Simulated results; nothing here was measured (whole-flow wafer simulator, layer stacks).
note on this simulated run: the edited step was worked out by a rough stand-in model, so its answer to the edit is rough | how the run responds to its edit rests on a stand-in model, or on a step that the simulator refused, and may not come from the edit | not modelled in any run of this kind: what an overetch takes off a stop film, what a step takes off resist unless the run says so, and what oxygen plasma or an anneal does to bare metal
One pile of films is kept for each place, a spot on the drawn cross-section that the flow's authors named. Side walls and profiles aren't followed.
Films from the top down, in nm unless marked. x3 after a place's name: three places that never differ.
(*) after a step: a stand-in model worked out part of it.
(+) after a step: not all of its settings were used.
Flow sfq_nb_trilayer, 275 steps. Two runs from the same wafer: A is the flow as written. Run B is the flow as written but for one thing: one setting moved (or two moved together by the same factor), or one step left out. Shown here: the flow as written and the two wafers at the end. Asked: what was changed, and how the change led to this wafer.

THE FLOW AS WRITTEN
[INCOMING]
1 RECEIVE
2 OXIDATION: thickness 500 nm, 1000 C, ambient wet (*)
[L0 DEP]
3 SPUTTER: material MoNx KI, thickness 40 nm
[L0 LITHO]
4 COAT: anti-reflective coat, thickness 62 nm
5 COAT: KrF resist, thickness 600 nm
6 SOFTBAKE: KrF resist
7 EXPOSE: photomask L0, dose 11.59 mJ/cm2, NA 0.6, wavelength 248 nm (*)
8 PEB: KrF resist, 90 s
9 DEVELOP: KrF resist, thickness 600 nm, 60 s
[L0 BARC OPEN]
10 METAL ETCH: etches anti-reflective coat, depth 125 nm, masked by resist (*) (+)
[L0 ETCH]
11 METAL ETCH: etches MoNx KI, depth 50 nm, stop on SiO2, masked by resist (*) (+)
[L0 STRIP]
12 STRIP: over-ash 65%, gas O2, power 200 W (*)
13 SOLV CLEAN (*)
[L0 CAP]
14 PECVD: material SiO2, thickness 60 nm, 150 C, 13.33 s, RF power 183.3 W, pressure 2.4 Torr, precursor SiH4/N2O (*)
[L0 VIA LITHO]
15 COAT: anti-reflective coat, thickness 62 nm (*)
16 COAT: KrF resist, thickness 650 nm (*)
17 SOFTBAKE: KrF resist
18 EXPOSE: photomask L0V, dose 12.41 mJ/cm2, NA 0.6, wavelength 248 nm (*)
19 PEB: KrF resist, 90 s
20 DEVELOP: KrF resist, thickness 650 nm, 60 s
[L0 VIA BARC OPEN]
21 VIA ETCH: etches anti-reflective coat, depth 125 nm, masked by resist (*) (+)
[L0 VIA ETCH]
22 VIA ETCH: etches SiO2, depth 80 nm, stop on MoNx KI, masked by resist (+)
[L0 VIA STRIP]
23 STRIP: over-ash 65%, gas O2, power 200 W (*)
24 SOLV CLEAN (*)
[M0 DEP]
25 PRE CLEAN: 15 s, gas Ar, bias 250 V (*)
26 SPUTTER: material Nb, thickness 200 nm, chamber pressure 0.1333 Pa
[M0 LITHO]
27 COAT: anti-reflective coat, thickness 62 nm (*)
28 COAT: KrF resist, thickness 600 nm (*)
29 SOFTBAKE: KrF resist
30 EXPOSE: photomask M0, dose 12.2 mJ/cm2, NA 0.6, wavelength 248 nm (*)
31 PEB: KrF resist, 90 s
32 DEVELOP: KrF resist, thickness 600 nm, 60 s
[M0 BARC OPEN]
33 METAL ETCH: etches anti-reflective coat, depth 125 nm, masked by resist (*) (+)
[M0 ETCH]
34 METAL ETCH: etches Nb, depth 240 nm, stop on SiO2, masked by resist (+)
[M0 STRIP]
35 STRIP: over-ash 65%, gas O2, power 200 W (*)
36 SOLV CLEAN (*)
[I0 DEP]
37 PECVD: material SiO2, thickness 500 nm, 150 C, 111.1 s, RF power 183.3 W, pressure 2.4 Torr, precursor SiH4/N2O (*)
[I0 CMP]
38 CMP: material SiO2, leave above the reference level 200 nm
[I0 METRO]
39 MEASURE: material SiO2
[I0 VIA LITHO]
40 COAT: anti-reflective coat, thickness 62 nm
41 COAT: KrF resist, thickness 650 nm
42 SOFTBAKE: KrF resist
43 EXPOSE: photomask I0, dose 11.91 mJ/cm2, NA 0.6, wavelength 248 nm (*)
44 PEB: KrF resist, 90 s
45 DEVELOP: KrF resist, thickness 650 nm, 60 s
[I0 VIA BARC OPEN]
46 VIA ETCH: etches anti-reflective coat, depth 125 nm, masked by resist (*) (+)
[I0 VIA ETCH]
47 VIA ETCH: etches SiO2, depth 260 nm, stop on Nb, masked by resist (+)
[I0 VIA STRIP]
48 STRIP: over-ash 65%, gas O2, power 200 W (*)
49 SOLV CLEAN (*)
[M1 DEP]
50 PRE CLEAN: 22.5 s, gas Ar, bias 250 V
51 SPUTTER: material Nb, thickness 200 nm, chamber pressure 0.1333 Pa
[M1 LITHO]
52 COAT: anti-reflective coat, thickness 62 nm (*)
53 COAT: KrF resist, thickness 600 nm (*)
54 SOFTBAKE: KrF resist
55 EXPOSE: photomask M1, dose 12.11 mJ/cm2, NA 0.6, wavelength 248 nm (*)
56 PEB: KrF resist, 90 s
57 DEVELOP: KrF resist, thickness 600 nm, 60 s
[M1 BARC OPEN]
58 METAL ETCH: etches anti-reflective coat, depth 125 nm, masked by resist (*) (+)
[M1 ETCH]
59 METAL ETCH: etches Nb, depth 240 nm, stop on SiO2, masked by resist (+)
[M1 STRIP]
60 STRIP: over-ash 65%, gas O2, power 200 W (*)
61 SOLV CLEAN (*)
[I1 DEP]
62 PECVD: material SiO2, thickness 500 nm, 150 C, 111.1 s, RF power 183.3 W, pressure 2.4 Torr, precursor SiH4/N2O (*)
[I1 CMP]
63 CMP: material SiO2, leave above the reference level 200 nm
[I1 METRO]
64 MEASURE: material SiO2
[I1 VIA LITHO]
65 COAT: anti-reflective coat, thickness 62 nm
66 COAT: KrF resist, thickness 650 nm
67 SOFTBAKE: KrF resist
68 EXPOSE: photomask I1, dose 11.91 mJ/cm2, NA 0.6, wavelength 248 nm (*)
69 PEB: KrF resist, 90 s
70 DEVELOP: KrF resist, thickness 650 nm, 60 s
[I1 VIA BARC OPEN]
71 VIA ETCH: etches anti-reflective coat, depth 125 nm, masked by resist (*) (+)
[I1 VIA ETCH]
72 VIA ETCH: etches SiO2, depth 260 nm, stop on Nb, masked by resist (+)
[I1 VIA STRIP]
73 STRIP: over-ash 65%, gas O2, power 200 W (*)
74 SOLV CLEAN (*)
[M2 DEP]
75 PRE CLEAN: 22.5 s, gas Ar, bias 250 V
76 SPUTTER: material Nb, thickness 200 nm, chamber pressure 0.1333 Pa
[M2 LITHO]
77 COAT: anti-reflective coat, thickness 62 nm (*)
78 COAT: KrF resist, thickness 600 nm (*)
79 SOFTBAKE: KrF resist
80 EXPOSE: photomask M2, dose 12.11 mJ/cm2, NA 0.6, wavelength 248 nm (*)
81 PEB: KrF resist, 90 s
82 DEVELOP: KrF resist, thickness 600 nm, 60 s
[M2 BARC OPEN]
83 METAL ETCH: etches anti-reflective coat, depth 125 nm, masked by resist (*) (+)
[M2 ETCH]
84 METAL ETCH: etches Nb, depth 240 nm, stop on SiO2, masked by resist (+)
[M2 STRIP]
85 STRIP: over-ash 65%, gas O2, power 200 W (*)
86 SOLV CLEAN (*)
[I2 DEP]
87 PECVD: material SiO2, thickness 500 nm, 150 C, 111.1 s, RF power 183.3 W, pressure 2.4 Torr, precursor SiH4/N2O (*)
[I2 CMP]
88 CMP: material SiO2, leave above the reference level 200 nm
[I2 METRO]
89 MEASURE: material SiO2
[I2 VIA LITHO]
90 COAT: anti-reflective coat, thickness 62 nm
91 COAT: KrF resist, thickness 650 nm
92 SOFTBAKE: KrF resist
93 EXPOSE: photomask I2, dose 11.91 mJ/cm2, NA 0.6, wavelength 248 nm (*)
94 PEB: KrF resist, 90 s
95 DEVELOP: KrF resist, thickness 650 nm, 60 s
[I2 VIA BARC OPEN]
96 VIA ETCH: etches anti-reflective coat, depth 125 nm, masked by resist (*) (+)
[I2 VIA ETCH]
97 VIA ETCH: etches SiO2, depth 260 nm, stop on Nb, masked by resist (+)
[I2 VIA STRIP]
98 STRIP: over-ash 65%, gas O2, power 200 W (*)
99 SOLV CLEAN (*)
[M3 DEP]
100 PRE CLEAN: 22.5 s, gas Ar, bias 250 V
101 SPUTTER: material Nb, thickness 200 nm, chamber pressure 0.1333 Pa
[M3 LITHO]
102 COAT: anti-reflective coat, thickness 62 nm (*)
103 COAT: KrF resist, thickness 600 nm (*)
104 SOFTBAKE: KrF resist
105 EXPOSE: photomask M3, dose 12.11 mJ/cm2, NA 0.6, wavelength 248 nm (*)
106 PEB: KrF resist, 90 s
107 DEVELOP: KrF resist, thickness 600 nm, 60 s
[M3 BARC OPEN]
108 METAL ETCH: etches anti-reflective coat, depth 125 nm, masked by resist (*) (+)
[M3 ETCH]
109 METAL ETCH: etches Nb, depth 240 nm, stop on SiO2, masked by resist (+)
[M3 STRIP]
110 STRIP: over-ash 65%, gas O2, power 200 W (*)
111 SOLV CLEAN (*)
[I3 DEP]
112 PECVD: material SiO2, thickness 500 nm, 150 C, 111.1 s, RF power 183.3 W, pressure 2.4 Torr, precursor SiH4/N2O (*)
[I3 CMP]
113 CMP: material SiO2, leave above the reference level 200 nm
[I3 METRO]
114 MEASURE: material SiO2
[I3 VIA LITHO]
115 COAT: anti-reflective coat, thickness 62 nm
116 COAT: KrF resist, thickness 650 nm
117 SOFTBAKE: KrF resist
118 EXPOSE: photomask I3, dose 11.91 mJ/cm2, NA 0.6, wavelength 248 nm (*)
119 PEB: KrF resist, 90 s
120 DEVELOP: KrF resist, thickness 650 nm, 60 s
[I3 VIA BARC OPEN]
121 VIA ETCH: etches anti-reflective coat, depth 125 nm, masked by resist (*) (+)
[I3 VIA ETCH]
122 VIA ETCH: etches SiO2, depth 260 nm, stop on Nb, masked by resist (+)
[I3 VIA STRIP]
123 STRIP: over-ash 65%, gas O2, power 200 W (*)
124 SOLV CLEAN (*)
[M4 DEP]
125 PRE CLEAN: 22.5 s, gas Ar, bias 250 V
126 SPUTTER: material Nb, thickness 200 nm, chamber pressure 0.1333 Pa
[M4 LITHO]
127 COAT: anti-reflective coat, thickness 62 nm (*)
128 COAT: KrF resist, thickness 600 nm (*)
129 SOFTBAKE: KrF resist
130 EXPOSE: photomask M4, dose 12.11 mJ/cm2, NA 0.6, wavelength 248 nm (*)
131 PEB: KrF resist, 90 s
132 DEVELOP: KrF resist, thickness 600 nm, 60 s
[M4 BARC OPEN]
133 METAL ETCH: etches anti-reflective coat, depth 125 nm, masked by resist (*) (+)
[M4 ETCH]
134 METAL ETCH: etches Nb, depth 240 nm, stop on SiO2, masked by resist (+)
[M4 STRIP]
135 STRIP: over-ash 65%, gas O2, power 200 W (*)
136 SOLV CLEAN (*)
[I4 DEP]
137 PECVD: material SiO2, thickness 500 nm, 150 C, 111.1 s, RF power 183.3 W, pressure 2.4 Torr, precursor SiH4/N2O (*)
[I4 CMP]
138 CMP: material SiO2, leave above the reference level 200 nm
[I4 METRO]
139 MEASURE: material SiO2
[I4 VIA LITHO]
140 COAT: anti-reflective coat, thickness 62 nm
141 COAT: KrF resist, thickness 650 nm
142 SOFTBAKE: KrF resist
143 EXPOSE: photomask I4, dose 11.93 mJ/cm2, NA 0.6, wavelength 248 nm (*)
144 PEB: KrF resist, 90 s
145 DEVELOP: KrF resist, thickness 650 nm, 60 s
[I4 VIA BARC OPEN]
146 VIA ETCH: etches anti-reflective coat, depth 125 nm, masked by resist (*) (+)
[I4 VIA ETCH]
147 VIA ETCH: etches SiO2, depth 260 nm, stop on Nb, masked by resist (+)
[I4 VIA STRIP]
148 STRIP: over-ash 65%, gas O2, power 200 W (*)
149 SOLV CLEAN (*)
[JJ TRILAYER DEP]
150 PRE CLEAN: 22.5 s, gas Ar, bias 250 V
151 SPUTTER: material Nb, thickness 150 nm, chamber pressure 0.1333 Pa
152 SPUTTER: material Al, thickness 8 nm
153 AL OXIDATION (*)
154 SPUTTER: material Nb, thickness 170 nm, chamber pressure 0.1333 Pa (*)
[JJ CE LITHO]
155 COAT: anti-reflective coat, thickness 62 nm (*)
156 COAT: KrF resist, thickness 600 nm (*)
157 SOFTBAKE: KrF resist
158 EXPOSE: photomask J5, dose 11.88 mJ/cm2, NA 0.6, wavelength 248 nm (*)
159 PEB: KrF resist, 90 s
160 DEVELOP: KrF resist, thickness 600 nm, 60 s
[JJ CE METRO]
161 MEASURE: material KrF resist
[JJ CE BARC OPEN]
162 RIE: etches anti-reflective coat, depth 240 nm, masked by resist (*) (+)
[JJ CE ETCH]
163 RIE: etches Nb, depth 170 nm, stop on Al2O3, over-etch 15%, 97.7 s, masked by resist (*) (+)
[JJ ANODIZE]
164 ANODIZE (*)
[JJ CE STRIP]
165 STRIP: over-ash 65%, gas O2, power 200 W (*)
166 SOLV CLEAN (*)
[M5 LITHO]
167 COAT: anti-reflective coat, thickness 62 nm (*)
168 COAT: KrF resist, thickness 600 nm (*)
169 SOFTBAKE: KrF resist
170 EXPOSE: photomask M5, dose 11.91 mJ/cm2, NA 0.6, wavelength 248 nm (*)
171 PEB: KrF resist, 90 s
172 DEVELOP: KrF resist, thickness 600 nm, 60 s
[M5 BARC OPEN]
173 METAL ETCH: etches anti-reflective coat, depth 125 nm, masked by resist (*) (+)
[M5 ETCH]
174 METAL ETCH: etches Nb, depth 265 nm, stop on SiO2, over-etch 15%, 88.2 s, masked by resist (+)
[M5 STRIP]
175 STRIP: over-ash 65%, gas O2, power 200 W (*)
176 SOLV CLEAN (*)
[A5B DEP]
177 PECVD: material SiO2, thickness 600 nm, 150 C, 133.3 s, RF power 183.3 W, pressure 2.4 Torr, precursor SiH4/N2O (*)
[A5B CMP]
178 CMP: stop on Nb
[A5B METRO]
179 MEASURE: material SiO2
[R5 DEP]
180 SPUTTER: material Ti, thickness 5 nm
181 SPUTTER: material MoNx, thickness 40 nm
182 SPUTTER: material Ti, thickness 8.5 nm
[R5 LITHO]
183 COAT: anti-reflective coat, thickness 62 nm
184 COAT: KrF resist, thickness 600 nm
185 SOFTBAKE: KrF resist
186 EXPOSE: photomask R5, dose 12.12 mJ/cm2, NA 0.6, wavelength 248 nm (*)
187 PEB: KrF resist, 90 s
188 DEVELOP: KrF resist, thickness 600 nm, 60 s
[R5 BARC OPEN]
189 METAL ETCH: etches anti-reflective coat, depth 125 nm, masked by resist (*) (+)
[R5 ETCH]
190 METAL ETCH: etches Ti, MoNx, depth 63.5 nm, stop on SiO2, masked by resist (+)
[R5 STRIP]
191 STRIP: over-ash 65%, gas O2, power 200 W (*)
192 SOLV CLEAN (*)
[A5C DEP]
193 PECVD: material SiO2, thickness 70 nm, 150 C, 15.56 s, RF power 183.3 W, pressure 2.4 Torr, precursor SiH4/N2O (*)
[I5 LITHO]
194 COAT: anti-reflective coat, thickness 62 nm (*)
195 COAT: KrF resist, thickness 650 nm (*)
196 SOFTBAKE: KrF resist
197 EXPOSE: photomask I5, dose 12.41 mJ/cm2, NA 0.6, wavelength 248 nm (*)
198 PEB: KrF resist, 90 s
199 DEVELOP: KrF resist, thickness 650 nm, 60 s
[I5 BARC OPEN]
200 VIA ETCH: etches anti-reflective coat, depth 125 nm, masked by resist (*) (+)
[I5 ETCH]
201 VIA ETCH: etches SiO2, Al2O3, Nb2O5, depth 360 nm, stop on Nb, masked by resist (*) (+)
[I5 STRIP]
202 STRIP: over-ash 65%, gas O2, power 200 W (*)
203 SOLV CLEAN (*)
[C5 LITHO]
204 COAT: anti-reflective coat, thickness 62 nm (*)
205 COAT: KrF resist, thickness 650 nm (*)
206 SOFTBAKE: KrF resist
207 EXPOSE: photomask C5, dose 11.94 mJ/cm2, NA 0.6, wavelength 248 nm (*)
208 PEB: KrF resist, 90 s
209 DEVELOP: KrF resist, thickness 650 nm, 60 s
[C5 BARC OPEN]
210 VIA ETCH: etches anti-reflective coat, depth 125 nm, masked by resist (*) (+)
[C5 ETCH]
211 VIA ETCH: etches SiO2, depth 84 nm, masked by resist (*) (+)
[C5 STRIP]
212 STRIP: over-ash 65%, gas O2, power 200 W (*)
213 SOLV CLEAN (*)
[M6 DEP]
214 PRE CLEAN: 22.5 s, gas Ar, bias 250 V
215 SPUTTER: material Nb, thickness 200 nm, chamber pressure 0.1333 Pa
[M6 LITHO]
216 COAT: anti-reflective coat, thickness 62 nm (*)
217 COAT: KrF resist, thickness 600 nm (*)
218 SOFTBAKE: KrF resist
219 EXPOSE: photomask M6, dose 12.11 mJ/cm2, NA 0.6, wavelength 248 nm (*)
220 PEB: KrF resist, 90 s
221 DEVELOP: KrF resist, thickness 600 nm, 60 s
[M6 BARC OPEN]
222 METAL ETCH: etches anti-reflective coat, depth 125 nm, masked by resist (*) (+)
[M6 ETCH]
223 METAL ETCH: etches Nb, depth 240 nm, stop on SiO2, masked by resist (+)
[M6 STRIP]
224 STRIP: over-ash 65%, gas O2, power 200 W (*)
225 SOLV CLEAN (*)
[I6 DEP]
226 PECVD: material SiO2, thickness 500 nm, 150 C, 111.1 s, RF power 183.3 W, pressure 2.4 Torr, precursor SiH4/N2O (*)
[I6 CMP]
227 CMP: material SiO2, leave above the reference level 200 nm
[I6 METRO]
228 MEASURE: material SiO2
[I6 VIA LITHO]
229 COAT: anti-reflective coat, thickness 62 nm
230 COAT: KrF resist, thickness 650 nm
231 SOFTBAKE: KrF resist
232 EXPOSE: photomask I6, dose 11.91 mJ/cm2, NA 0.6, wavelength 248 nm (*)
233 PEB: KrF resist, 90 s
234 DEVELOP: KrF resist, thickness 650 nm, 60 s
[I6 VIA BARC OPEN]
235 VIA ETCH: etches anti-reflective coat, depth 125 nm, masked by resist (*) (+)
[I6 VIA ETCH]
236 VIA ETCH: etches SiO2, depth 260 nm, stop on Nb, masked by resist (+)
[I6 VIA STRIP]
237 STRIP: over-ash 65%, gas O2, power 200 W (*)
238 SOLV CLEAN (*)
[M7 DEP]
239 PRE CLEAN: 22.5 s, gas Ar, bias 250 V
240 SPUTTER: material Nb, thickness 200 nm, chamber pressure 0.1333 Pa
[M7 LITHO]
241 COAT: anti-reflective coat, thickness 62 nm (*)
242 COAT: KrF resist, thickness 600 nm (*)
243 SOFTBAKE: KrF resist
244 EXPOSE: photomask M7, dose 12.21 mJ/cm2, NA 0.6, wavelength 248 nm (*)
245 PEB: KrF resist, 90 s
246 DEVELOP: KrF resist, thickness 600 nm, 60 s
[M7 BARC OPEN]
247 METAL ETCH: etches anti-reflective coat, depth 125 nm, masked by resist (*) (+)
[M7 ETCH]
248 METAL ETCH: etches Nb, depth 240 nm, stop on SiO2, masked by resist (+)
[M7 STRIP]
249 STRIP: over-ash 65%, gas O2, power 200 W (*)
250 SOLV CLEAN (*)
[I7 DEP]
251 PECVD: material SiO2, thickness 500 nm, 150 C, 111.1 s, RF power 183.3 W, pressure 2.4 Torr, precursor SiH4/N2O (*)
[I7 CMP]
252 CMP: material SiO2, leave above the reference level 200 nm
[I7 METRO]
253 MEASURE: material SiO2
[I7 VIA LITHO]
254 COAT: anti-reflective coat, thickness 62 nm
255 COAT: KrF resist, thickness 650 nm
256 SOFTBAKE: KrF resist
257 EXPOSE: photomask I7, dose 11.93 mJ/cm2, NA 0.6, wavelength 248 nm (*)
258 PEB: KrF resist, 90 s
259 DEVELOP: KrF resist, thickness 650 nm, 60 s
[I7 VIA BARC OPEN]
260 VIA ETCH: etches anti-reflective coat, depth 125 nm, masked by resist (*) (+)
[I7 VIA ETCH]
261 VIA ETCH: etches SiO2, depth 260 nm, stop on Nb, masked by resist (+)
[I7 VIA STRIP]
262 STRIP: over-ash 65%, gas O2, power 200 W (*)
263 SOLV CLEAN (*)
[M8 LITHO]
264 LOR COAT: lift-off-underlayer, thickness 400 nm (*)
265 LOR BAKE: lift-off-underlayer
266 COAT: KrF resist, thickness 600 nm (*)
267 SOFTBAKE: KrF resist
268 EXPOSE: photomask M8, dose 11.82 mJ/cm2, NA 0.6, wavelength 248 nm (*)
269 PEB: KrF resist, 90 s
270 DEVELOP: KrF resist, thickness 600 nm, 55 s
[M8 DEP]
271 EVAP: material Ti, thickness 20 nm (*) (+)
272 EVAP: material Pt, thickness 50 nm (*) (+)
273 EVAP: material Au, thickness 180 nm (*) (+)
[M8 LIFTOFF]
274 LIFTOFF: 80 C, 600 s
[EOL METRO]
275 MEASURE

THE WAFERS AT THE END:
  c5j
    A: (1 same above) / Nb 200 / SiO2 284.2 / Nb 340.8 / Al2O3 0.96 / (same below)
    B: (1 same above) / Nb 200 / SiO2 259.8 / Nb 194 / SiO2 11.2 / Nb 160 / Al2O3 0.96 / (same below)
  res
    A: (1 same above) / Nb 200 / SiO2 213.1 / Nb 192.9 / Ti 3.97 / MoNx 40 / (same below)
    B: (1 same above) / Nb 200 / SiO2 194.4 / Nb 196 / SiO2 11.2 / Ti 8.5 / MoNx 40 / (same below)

The cause: step 211, VIA ETCH: depth 51.2 nm was run, where the flow has depth 84 nm.

How the change led to this, step by step:
  211 VIA ETCH: etches SiO2, depth 84 nm, masked by resist (*) (+)
      c5j: A SiO2 -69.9 (all of it), Nb -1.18 | B SiO2 -51.2
      res: A SiO2 -69.9 (all of it) | B SiO2 -51.2
      (and at 104 more places)
  214 PRE CLEAN: 22.5 s, gas Ar, bias 250 V
      c5j: A Nb -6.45 | B SiO2 -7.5
      res: A Ti -4.53 | B SiO2 -7.5
  215 SPUTTER: material Nb, thickness 200 nm, chamber pressure 0.1333 Pa
      c5j: A Nb +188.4 | B Nb +194 (new film)
  216 COAT: anti-reflective coat, thickness 62 nm (*)
      ce_l: A anti-reflective coat +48 (new film) | B anti-reflective coat +52.9 (new film)
      c5j: A anti-reflective coat +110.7 (new film) | B anti-reflective coat +97.4 (new film)
      (and at 4 more places)
  224 STRIP: over-ash 65%, gas O2, power 200 W (*)
      ce_l: A KrF resist -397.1 (all of it), anti-reflective coat -48 (all of it) | B KrF resist -394.1 (all of it), anti-reflective coat -52.9 (all of it)
      c5j: A KrF resist -418.3 (all of it), anti-reflective coat -110.7 (all of it) | B KrF resist -409.5 (all of it), anti-reflective coat -97.4 (all of it)
      (and at 4 more places)
  226 PECVD: material SiO2, thickness 500 nm, 150 C, 111.1 s, RF power 183.3 W, pressure 2.4 Torr, precursor SiH4/N2O (*)
      c5j: A SiO2 +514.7 (new film) | B SiO2 +500 (new film)
  227 CMP: material SiO2, leave above the reference level 200 nm
      c5j: A SiO2 -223 | B SiO2 -232.7
      res: A SiO2 -279.4 | B SiO2 -298.1
Counting metal films that touch as one body, c5j has 5 bodies (between them, from the top down: SiO2 259.8; SiO2 11.2; Al2O3 0.96; SiO2 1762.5); the flow as written gives 4 bodies (between them, from the top down: SiO2 284.2; Al2O3 0.96; SiO2 1762.5).
Counting metal films that touch as one body, res has 4 bodies (between them, from the top down: SiO2 194.4; SiO2 11.2; SiO2 2090.9); the flow as written gives 3 bodies (between them, from the top down: SiO2 213.1; SiO2 2090.9).
